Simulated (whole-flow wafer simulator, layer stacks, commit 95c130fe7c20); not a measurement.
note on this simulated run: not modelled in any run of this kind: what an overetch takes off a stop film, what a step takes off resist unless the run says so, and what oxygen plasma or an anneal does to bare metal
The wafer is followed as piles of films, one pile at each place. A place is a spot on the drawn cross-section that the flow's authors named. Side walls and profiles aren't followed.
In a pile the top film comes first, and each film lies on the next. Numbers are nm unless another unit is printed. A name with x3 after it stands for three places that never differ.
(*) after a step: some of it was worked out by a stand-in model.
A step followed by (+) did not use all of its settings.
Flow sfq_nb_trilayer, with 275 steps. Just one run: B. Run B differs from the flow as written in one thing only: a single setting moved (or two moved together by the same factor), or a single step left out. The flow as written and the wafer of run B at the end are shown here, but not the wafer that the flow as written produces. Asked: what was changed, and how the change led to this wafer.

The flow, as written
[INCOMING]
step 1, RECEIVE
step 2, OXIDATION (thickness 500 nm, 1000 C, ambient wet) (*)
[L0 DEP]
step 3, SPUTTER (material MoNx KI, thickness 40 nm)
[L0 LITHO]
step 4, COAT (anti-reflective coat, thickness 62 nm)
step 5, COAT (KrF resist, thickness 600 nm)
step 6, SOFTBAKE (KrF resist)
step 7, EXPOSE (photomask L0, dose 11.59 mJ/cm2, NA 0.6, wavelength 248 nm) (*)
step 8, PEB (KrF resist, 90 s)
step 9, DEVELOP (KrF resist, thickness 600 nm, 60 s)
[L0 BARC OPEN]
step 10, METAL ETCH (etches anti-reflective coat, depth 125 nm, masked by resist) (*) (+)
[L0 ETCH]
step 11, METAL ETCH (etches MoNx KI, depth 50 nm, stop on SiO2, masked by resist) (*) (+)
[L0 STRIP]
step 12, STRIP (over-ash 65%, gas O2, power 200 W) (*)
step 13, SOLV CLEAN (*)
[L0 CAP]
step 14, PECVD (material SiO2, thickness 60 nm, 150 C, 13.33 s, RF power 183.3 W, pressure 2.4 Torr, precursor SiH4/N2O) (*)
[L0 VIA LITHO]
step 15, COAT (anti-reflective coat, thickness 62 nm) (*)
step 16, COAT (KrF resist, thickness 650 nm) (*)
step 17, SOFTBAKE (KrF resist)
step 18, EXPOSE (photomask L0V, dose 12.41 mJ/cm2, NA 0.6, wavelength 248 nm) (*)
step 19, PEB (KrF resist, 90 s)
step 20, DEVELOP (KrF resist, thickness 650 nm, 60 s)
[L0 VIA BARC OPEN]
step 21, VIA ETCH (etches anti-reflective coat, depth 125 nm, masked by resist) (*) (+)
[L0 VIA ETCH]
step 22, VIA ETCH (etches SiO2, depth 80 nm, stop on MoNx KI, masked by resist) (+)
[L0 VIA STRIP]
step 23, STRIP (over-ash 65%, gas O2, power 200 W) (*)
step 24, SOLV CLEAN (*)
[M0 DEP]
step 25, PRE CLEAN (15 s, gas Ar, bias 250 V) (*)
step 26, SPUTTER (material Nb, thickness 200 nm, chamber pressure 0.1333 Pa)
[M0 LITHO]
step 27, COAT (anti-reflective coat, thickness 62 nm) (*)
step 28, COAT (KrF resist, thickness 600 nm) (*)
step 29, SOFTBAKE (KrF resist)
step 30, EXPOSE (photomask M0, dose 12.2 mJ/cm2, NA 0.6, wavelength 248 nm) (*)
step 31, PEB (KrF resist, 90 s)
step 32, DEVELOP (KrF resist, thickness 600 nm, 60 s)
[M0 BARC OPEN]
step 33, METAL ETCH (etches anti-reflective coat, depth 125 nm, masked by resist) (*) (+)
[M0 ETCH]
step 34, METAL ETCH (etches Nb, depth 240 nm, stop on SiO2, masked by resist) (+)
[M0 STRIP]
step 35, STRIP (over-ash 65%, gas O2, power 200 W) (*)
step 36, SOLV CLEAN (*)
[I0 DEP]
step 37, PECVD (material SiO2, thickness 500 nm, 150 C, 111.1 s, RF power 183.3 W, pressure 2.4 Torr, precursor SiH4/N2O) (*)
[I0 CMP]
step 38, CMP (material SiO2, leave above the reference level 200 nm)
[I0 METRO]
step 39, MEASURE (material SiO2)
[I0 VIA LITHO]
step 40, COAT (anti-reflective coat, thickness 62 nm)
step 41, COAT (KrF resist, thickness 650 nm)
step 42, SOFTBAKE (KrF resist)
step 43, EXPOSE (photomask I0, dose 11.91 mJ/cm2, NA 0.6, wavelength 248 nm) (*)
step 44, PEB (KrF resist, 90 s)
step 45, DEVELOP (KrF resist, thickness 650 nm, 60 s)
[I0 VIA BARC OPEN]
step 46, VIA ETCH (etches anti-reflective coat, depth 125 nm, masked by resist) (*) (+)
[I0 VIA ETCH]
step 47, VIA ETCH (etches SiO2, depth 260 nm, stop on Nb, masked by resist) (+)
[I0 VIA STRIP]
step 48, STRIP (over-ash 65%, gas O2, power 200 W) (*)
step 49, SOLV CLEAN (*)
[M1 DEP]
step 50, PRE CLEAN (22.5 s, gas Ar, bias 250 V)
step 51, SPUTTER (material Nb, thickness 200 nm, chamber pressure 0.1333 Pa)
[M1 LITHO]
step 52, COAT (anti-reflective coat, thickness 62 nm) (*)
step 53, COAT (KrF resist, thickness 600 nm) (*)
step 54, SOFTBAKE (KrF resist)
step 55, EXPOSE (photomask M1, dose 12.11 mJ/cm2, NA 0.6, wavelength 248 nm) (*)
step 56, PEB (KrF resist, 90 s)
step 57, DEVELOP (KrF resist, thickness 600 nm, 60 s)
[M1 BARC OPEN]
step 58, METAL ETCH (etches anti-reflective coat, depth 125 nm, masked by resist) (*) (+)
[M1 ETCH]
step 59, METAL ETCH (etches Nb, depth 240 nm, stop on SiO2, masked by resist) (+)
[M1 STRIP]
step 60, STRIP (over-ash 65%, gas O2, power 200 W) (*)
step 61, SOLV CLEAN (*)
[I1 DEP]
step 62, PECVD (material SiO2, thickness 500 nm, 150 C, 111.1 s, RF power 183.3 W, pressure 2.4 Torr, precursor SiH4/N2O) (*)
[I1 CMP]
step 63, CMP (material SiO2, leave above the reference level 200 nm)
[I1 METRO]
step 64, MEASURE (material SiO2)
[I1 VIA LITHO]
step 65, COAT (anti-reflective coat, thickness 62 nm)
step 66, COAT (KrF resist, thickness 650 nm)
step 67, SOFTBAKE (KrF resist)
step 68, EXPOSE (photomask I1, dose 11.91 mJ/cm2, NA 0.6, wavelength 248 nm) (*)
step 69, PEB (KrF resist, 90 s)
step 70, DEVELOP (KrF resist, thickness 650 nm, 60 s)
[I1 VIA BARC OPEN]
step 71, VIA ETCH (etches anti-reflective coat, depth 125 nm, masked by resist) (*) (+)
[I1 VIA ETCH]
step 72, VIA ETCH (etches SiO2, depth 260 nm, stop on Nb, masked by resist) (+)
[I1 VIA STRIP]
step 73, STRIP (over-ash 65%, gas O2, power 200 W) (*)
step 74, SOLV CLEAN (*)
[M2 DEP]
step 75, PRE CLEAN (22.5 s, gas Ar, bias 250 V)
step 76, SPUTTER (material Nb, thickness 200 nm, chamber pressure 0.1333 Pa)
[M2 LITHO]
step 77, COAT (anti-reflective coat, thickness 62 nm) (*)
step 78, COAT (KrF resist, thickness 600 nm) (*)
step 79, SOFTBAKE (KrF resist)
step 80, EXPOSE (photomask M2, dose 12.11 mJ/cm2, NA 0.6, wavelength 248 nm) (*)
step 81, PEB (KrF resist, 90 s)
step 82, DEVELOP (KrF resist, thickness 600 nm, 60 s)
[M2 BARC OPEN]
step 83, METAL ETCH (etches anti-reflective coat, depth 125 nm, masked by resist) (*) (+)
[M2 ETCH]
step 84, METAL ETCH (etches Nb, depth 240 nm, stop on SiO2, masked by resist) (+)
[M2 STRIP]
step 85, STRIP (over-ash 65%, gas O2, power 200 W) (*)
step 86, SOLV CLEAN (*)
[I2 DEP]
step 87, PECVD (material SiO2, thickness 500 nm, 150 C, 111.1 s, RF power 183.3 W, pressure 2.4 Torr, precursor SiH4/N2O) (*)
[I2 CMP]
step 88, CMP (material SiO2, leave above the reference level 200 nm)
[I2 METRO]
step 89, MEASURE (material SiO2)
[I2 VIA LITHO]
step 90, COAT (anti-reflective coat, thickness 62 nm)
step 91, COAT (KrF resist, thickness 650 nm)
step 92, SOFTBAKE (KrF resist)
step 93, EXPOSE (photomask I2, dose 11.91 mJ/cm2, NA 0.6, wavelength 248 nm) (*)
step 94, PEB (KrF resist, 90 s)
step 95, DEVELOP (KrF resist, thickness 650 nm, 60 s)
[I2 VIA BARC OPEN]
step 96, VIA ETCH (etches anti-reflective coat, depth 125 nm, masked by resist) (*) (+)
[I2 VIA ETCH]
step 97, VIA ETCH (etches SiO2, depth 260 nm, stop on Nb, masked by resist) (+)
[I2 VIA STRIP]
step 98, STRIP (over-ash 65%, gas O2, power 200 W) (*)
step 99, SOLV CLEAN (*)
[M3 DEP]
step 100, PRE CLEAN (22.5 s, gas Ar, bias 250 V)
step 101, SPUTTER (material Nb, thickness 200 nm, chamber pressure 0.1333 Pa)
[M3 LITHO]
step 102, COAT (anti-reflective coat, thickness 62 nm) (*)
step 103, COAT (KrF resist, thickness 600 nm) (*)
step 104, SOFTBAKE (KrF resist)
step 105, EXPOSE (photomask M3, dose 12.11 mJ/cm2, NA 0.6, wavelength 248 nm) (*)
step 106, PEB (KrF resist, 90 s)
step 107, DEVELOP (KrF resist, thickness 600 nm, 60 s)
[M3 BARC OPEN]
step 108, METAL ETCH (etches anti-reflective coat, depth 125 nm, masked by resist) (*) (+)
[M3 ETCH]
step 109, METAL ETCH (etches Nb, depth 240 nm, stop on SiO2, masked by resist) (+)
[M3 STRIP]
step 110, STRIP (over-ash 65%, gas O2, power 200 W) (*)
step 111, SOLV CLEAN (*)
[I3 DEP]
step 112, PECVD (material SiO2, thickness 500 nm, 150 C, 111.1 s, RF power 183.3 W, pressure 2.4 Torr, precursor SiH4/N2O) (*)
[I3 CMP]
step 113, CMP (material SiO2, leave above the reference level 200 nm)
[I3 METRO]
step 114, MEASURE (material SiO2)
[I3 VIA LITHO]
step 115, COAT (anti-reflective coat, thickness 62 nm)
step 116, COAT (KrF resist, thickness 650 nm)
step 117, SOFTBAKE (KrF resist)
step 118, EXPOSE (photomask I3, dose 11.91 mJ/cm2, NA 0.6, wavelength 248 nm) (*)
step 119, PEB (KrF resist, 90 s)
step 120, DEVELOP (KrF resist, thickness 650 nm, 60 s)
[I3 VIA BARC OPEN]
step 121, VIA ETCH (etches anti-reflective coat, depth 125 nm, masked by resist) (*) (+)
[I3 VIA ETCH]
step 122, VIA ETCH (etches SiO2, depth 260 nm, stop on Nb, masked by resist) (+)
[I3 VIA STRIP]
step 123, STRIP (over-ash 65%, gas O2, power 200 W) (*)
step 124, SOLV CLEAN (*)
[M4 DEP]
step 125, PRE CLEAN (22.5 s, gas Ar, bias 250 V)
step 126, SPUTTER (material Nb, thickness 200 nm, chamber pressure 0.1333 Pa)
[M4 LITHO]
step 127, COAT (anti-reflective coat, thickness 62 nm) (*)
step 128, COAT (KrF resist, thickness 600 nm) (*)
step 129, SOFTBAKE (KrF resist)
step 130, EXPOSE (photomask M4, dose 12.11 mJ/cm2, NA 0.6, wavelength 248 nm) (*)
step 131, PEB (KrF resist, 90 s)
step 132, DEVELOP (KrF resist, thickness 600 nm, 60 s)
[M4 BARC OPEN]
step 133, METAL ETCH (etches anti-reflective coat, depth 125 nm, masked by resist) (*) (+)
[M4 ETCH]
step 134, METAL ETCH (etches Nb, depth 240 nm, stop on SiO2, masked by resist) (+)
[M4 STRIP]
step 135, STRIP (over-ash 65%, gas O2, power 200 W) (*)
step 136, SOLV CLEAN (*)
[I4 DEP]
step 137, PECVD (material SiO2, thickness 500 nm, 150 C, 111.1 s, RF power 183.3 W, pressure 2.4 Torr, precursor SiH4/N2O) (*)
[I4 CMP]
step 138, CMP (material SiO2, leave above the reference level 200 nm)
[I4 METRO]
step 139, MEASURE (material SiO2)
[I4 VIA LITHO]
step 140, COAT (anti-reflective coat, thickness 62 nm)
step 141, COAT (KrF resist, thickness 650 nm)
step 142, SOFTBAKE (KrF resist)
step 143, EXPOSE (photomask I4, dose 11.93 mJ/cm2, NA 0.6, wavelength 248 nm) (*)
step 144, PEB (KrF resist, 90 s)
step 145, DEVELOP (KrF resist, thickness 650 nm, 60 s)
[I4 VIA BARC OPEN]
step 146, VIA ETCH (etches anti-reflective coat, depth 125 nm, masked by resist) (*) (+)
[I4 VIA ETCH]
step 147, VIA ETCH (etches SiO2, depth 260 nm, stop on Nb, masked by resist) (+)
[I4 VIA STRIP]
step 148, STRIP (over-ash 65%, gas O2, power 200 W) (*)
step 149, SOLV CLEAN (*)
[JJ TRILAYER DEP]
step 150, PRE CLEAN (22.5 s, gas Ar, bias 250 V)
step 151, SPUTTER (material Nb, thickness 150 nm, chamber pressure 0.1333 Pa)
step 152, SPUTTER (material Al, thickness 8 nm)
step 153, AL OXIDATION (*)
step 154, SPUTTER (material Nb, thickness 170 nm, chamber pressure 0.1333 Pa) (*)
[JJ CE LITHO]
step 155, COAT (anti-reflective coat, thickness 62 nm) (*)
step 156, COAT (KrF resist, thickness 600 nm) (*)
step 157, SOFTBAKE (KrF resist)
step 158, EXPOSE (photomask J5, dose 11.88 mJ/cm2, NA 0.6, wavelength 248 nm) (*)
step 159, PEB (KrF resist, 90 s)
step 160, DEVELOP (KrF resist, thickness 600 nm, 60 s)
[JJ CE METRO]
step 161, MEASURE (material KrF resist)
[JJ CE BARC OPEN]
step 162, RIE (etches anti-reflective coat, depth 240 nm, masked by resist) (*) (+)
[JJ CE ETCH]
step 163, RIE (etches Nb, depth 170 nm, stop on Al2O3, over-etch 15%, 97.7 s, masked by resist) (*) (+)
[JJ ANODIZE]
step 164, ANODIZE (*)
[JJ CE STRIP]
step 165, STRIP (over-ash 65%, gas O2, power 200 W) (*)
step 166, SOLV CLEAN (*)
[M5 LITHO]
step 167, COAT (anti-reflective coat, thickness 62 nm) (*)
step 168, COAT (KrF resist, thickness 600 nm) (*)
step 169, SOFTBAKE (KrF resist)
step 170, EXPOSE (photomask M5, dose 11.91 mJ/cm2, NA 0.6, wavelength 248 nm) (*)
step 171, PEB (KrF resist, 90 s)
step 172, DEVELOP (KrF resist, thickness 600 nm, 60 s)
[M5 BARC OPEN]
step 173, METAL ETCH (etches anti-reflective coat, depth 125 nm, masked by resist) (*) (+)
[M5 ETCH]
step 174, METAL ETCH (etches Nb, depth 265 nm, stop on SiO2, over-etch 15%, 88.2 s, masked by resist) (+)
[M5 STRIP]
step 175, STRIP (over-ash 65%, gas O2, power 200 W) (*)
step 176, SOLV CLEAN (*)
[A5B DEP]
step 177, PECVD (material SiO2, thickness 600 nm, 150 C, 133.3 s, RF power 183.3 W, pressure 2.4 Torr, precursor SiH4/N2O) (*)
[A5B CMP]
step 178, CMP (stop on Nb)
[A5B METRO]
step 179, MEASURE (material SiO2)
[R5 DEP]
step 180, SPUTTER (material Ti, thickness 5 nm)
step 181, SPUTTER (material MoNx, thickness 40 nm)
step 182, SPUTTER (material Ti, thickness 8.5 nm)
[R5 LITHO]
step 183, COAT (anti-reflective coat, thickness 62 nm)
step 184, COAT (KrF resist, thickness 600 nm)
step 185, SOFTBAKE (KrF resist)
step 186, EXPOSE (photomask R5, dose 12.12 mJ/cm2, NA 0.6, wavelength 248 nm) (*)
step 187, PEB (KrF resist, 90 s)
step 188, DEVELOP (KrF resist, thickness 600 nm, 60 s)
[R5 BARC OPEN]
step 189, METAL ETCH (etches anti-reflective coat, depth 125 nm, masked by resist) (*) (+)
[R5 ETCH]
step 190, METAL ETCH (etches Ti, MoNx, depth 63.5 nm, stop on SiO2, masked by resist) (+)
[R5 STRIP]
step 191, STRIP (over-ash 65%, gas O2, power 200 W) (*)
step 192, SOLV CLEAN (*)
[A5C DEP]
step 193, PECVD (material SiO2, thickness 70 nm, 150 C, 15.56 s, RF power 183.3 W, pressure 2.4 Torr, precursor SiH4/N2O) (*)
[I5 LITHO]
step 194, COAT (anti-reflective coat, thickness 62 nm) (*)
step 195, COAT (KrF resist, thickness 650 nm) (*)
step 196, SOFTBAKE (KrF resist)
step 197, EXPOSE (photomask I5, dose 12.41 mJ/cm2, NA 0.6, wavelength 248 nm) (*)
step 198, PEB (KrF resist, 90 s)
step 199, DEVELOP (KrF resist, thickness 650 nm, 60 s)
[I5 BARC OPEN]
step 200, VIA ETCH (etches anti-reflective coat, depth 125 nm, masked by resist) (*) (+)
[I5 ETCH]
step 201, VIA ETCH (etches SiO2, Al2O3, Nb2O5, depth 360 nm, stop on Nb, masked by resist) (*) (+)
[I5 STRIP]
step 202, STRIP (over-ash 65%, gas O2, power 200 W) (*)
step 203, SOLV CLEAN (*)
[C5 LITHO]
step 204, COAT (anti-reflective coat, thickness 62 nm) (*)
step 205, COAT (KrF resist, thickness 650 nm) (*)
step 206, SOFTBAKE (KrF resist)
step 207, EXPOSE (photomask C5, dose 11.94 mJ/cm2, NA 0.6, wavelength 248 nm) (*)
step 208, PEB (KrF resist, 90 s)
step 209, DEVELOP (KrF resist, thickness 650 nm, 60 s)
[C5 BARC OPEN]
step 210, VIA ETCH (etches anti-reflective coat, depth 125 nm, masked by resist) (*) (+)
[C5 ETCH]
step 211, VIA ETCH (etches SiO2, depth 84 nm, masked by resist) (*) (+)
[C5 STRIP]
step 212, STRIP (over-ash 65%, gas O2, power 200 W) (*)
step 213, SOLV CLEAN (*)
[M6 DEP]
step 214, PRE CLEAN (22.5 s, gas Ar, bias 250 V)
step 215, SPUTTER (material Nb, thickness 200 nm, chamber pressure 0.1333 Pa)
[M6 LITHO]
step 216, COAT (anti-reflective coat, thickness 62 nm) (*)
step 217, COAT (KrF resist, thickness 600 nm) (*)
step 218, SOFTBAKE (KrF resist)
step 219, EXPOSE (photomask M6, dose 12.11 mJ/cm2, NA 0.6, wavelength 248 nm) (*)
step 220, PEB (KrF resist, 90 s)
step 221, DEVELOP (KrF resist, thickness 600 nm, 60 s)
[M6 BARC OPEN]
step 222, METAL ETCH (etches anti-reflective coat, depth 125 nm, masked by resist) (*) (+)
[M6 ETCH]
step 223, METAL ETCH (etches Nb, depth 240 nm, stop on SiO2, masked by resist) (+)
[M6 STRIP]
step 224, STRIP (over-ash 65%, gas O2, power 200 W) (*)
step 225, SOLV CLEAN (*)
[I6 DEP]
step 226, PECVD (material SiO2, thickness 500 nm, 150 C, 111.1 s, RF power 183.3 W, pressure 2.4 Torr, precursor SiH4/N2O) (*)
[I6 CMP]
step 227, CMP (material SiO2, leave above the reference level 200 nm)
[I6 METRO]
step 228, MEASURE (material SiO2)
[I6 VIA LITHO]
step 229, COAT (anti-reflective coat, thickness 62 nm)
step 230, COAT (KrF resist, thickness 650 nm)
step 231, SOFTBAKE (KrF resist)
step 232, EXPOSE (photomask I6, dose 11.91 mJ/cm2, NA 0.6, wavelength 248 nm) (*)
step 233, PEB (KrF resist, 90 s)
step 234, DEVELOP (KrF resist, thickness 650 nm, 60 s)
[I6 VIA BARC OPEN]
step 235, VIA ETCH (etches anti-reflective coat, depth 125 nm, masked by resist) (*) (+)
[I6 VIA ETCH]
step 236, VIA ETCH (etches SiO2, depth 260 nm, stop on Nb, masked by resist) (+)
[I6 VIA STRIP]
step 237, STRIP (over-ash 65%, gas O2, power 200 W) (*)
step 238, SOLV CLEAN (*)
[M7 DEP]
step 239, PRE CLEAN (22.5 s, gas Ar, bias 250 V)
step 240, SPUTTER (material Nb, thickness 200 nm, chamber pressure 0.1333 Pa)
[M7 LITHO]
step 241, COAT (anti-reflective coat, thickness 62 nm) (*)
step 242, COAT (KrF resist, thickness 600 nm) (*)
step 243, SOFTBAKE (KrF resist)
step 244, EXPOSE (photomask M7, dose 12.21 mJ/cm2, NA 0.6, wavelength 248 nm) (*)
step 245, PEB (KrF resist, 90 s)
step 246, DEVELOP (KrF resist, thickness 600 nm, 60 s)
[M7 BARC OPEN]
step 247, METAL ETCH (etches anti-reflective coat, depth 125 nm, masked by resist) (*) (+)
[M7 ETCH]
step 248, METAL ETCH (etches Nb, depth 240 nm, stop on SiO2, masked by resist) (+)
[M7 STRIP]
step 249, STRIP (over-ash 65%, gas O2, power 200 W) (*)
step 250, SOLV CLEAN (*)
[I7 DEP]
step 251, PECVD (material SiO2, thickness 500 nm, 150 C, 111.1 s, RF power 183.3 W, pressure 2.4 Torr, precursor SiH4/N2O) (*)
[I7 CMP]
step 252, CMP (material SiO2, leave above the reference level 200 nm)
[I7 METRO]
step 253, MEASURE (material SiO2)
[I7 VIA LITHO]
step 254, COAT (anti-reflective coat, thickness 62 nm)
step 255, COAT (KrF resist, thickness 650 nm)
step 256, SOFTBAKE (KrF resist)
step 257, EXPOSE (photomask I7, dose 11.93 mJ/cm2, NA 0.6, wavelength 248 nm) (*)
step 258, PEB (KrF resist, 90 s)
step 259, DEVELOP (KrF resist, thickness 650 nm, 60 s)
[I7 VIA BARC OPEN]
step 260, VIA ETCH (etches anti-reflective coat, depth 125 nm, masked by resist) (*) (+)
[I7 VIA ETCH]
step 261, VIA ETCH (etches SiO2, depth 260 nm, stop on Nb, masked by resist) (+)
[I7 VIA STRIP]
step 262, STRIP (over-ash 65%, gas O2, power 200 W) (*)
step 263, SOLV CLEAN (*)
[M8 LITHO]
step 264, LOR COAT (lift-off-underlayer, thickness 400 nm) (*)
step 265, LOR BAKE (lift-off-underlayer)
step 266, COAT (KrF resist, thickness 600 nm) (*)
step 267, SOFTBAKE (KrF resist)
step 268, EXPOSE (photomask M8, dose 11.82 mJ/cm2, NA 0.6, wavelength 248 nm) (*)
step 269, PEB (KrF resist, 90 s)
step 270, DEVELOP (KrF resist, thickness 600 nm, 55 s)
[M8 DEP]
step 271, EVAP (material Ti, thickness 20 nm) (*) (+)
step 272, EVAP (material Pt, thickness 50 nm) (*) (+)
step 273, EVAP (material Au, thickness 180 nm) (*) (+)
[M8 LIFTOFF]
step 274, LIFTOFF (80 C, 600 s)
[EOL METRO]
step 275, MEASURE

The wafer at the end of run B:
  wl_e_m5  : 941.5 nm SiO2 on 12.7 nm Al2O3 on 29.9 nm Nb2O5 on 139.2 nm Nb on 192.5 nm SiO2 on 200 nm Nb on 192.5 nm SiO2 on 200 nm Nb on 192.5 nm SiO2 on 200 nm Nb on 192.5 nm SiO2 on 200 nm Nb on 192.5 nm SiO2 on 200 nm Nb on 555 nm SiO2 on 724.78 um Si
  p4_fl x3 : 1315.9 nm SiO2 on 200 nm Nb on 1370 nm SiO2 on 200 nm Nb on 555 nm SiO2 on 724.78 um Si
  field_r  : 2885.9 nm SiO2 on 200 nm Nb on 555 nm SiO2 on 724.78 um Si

The reason: step 215, SPUTTER: thickness 140 nm was run, while the flow as written has thickness 200 nm.

The path from the change to this, step by step:
  step 215, SPUTTER (material Nb, thickness 200 nm, chamber pressure 0.1333 Pa)
      field_l, v_sur, via_wl and 100 more: Nb gains 140 (new film) (as written it would have been: Nb gains 200 (new film))
      be: Nb gains 103.5 (as written it would have been: Nb gains 147.3)
      (as well as at 2 more places)
  step 216, COAT (anti-reflective coat, thickness 62 nm) (*)
      be: anti-reflective coat gains 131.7 (new film) (as written it would have been: anti-reflective coat gains 136.7 (new film))
  step 223, METAL ETCH (etches Nb, depth 240 nm, stop on SiO2, masked by resist) (+)
      field_l, gap, moat and 76 more: Nb loses 140 (all of it) (as written it would have been: Nb loses 200 (all of it))
      v_sur, via_wl, via_w and 24 more: KrF resist loses 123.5 (as written it would have been: KrF resist loses 141.2)
  step 224, STRIP (over-ash 65%, gas O2, power 200 W) (*)
      wl_j_sl, wl_j_sr: KrF resist loses 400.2 (all of it), anti-reflective coat loses 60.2 (all of it) (as written it would have been: KrF resist loses 382.5 (all of it), anti-reflective coat loses 60.2 (all of it))
      wl_c_m6, wl_f_m6: KrF resist loses 399.9 (all of it), anti-reflective coat loses 62 (all of it) (as written it would have been: KrF resist loses 382.3 (all of it), anti-reflective coat loses 62 (all of it))
      (as well as at 23 more places)
  step 226, PECVD (material SiO2, thickness 500 nm, 150 C, 111.1 s, RF power 183.3 W, pressure 2.4 Torr, precursor SiH4/N2O) (*)
      gap, wl_a_sl, m6r_space_l x2: SiO2 gains 500 (as written it would have been: SiO2 gains 557.1)
      be: SiO2 gains 670.9 (new film) (as written it would have been: SiO2 gains 693.5 (new film))
  step 227, CMP (material SiO2, leave above the reference level 200 nm)
      field_l, p4_fl x3, p4_w1 x9 and 49 more: SiO2 loses 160 (as written it would have been: SiO2 loses 100)
      moat, field_r, lsp_l, ln_m5, lsp_m: SiO2 loses 160 (as written it would have been: SiO2 loses 93.6)
      (as well as at 9 more places)
